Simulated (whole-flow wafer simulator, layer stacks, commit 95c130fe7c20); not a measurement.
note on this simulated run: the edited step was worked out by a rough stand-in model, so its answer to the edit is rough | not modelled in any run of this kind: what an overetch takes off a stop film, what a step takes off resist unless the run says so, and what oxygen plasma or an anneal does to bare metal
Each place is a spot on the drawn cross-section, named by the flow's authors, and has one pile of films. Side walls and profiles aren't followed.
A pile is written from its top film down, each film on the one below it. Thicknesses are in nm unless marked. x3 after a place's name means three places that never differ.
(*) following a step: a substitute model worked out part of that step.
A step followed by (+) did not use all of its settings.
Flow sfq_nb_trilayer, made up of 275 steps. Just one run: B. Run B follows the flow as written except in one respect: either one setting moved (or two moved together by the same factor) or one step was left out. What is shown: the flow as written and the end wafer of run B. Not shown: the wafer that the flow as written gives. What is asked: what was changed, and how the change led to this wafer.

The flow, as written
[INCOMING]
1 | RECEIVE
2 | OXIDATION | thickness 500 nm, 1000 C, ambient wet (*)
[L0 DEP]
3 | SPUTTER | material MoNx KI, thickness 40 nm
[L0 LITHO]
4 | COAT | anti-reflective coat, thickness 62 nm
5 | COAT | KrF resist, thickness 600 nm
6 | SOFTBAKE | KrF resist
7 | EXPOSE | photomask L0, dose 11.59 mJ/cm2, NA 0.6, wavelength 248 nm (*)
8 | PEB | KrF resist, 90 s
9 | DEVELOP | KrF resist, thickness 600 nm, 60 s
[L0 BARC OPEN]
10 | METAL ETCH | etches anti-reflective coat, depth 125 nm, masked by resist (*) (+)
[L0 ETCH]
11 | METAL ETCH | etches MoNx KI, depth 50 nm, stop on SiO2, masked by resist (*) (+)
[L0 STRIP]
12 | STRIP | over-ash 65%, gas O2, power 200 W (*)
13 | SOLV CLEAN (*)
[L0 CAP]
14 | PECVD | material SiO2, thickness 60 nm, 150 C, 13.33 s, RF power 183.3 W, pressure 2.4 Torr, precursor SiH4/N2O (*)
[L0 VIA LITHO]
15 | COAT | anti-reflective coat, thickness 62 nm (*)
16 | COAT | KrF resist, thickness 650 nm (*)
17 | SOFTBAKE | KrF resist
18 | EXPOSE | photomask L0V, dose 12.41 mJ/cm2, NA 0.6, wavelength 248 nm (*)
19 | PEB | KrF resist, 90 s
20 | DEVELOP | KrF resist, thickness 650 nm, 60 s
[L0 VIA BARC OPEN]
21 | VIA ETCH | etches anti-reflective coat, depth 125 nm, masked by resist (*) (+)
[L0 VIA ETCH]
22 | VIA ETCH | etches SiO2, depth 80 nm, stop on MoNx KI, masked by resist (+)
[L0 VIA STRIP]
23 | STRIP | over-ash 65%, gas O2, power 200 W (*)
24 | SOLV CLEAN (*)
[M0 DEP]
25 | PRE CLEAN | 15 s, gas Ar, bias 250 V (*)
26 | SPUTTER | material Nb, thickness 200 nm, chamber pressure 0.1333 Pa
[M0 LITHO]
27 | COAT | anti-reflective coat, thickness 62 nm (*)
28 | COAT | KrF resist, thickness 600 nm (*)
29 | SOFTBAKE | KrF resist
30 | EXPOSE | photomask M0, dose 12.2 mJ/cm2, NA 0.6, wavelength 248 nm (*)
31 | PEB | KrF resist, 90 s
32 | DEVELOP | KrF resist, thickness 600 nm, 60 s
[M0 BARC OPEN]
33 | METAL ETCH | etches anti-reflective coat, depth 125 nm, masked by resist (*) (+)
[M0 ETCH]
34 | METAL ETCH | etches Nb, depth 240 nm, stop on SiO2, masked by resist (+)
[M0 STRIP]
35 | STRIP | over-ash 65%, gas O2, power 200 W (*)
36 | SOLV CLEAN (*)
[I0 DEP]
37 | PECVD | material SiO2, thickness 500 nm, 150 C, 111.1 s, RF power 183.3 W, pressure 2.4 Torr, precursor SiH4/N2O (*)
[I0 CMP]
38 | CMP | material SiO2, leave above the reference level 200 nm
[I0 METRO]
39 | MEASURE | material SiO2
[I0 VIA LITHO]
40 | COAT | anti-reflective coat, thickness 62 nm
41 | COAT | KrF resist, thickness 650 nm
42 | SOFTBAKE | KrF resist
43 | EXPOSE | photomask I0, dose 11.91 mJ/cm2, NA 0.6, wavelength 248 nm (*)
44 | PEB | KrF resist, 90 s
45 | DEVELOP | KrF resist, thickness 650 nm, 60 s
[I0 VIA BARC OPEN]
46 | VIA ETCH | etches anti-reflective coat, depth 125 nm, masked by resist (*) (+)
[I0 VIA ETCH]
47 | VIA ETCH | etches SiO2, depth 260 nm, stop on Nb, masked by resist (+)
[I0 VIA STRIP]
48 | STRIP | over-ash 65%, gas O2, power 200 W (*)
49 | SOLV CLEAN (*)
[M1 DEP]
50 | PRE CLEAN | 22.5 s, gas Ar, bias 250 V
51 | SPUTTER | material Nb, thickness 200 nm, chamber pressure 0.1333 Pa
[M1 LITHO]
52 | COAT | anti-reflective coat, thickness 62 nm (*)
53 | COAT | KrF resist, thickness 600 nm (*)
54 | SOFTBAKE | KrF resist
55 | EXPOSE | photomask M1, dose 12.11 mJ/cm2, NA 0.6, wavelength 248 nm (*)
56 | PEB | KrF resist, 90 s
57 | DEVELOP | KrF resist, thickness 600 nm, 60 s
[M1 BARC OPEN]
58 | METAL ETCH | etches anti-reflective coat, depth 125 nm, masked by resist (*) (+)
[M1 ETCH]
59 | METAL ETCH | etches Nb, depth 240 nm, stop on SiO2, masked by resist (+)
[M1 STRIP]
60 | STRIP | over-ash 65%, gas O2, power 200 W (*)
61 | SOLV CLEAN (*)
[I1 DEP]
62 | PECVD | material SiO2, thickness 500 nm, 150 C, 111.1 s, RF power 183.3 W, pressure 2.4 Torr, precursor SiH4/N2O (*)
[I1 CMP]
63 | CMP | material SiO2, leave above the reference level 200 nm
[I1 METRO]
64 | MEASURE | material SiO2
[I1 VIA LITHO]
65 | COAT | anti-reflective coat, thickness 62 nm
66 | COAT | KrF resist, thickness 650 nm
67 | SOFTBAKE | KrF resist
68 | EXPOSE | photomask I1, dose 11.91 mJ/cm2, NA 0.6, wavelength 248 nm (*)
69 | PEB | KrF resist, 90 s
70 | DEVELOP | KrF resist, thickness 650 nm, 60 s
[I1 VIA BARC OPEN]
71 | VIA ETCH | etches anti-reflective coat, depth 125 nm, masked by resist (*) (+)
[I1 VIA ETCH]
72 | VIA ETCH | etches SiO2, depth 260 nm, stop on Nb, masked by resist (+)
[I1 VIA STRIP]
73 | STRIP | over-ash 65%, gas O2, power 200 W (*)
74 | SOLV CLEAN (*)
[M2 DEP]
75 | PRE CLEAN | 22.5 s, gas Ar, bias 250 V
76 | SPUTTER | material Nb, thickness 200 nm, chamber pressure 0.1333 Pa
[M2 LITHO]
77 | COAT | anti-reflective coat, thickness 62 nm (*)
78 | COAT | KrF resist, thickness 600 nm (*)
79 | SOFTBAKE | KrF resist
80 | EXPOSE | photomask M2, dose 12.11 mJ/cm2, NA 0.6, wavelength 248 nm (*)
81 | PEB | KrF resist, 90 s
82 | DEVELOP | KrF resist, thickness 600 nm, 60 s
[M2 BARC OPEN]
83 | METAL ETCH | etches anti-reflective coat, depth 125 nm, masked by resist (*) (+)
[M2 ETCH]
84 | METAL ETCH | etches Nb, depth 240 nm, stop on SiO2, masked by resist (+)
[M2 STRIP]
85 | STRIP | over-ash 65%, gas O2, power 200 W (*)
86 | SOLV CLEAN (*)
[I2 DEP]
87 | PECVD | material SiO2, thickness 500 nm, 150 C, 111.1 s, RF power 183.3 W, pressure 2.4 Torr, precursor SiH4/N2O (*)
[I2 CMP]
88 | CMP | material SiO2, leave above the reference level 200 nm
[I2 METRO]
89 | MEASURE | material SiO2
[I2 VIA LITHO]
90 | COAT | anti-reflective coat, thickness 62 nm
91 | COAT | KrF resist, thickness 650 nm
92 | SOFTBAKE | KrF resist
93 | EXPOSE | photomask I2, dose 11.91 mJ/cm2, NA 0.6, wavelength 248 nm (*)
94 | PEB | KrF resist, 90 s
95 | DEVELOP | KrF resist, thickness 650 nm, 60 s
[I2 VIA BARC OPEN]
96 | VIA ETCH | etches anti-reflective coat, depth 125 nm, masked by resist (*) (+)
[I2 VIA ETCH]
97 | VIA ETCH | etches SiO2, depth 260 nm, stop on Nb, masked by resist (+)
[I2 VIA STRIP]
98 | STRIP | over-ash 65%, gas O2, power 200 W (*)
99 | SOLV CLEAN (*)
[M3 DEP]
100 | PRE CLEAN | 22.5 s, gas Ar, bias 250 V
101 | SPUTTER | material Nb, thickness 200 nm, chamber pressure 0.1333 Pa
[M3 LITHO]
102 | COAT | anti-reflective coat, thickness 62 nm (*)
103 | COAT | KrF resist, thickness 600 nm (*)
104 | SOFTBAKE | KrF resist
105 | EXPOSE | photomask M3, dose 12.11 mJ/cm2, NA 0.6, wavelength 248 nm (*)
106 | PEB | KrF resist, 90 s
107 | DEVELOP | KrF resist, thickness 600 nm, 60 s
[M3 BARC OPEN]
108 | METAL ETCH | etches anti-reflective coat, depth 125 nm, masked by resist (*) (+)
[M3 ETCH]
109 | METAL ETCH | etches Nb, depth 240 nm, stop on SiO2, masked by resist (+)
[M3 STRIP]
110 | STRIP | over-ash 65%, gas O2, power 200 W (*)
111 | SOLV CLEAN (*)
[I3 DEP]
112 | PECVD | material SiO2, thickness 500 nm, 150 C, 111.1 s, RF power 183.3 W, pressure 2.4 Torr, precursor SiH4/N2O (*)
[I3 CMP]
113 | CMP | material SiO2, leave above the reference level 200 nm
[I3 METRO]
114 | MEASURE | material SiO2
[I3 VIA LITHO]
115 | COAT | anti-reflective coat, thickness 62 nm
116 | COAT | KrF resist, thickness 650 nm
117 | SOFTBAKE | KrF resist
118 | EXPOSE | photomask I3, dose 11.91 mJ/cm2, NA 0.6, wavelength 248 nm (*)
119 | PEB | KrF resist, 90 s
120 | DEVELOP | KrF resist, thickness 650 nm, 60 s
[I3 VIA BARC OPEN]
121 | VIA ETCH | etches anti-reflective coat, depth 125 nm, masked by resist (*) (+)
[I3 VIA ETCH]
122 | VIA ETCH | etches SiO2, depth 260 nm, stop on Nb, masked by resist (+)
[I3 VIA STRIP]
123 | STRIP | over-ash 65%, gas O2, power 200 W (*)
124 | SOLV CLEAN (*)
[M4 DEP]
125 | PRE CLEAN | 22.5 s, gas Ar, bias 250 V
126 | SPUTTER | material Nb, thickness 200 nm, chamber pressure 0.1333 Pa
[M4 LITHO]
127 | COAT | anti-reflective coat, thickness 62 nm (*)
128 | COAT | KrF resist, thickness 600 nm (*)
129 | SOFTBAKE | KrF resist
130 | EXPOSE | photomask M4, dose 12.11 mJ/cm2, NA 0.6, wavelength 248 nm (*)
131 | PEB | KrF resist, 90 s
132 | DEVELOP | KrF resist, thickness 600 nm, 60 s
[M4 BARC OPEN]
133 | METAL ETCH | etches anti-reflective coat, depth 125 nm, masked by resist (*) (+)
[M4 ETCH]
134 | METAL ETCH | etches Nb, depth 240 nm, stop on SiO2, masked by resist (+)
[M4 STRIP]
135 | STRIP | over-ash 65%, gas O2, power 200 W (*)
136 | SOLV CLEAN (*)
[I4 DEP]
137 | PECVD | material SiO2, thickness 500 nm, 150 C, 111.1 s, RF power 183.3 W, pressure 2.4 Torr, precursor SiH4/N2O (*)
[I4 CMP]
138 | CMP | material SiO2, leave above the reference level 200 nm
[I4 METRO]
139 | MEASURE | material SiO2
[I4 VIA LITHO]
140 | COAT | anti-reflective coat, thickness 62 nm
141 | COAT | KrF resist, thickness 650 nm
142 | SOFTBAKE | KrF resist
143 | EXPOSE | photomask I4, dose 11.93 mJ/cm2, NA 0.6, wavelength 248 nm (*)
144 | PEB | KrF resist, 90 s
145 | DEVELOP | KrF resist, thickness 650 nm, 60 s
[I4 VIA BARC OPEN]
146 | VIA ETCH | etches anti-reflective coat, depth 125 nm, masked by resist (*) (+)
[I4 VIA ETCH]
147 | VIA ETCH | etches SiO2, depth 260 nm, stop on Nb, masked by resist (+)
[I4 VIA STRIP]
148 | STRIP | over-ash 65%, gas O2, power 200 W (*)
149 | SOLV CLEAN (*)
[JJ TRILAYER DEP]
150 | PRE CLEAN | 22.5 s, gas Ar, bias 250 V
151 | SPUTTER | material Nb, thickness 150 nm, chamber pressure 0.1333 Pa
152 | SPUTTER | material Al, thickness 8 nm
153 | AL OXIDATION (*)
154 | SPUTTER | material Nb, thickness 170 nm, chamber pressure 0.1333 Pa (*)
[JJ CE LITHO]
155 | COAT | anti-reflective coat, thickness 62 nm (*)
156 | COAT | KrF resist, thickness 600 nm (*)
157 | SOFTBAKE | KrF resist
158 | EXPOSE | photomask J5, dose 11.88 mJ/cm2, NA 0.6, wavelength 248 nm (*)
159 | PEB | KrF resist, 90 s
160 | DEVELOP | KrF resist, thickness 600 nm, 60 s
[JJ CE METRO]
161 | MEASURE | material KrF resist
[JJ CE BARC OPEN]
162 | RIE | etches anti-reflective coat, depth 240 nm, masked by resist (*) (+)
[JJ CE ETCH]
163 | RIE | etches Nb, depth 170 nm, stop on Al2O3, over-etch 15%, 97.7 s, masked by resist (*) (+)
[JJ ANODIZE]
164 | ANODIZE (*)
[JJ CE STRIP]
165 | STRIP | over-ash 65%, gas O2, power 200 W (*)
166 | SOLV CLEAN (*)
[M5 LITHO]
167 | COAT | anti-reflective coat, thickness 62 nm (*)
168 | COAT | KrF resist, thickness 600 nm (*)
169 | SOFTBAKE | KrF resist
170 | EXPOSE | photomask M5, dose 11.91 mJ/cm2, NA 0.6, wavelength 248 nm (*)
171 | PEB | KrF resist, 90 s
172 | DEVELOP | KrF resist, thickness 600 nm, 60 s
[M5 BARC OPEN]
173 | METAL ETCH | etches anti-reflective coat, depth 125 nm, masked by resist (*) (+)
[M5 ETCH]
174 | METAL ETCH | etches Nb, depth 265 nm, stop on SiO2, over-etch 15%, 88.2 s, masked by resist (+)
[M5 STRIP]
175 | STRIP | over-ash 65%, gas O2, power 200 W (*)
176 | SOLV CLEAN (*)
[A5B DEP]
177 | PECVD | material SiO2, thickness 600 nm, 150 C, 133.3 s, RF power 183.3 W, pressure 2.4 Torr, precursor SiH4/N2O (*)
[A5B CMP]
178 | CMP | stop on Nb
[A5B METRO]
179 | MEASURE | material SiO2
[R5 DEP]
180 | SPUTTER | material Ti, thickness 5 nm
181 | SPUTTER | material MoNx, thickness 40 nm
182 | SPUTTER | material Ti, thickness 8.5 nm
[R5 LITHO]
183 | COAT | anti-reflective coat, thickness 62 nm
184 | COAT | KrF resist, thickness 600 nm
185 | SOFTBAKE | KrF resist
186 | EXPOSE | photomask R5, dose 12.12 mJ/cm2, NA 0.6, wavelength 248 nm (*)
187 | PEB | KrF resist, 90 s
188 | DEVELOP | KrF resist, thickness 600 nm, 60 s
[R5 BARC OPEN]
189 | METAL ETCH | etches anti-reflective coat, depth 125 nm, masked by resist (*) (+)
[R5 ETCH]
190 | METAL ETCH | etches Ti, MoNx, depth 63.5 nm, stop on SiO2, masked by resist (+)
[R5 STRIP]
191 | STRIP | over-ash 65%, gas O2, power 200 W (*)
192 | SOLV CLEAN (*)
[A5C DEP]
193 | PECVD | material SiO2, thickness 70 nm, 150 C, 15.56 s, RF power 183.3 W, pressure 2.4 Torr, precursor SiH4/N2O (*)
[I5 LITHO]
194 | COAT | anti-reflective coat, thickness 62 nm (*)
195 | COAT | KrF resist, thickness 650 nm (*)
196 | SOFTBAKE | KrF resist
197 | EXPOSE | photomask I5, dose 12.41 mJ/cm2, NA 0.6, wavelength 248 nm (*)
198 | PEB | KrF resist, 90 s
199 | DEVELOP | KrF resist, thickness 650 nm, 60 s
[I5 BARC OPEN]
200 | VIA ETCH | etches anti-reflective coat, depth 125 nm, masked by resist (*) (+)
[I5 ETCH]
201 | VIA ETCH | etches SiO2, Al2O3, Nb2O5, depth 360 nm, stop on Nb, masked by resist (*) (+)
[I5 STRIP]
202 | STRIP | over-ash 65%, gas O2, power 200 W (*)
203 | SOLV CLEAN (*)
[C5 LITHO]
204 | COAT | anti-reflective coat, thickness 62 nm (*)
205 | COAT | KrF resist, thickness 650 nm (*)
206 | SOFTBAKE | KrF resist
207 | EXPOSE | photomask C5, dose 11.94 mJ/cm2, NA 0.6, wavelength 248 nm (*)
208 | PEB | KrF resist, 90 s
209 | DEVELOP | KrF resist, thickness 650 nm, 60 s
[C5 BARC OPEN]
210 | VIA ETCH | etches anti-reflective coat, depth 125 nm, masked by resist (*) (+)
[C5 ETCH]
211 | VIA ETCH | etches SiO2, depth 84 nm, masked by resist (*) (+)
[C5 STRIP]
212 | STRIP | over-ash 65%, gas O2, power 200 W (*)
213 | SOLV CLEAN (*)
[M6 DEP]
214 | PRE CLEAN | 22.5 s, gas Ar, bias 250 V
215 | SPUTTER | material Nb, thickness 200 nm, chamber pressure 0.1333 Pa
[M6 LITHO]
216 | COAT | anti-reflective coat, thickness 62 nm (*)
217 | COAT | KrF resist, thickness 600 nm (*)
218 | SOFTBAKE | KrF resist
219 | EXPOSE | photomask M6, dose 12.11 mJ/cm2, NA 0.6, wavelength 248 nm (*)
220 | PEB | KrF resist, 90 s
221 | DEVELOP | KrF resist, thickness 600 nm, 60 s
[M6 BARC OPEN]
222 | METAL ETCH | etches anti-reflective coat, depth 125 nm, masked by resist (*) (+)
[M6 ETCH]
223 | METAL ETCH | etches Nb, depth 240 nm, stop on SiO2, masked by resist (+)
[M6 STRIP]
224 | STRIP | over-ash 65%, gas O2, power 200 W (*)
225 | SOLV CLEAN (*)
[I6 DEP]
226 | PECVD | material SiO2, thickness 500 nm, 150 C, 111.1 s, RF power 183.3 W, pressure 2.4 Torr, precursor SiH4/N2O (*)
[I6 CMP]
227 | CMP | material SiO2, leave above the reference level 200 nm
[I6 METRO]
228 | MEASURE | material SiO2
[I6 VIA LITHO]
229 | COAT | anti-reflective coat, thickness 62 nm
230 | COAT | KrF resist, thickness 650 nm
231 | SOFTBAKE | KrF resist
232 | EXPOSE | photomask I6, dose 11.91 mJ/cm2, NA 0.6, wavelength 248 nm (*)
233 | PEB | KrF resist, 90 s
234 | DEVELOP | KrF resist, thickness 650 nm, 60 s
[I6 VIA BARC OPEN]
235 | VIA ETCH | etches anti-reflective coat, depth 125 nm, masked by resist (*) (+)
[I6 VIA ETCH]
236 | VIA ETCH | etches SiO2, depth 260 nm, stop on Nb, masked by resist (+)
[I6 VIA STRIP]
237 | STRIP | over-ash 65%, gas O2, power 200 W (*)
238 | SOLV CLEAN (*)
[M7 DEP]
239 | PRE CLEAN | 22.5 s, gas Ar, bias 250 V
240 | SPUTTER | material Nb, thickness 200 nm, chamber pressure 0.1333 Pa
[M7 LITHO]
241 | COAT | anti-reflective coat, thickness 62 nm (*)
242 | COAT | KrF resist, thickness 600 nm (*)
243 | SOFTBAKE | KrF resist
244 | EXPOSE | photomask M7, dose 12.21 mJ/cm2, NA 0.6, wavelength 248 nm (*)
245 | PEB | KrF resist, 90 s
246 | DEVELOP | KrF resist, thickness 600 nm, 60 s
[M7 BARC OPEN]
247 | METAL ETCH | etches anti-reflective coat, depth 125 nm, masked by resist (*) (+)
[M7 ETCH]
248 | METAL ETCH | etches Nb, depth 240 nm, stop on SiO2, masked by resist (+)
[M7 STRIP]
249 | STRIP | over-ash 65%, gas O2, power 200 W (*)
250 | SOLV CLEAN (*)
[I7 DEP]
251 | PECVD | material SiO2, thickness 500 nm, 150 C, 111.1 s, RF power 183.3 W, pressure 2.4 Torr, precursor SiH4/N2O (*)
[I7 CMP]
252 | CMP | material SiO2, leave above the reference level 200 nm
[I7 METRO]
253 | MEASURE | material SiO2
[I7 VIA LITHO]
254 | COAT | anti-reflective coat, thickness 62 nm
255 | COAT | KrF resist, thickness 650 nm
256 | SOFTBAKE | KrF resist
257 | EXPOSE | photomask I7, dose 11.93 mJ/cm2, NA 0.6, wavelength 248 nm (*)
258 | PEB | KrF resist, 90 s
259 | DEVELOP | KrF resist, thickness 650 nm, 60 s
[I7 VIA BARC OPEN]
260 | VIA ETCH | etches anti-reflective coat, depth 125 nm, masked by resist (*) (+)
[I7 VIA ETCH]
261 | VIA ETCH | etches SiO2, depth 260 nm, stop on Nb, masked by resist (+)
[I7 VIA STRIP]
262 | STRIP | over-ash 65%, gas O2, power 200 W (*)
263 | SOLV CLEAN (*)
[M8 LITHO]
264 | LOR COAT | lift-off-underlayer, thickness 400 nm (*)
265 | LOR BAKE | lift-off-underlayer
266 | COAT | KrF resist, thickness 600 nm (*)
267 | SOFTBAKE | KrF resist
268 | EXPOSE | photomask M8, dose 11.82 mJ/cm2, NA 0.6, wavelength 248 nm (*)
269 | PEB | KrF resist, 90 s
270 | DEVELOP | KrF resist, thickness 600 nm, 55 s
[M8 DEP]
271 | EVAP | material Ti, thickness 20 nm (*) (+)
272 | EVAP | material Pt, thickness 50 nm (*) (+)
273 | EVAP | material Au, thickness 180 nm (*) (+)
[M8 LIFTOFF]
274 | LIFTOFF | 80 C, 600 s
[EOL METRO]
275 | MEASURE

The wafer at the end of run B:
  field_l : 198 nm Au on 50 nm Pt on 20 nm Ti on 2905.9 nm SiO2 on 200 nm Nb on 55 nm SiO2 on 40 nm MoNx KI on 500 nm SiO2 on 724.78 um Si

Cause: step 273, EVAP: thickness 198 nm was run, whereas the flow has thickness 180 nm.
One can read it off the wafer: field_l has Au 198, and step 273 as written asks for 180 nm.

How this came from the change, step by step:
  273 | EVAP | material Au, thickness 180 nm (*) (+)
      field_l, v_sur, via_wl and 103 more: +198 Au (new film) (it would be, as written: +180 Au (new film))
  274 | LIFTOFF | 80 C, 600 s
      p4_fl, p4_fm, p4_w1 and 71 more: -198 Au (all of it), -50 Pt (all of it), -20 Ti (all of it), -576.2 KrF resist (all of it), -400 lift-off-underlayer (all of it) (it would be, as written: -180 Au (all of it), -50 Pt (all of it), -20 Ti (all of it), -576.2 KrF resist (all of it), -400 lift-off-underlayer (all of it))
      c5j, ce_r: -198 Au (all of it), -50 Pt (all of it), -20 Ti (all of it), -573.3 KrF resist (all of it), -399.3 lift-off-underlayer (all of it) (it would be, as written: -180 Au (all of it), -50 Pt (all of it), -20 Ti (all of it), -573.3 KrF resist (all of it), -399.3 lift-off-underlayer (all of it))
      (as well as at 19 more places)
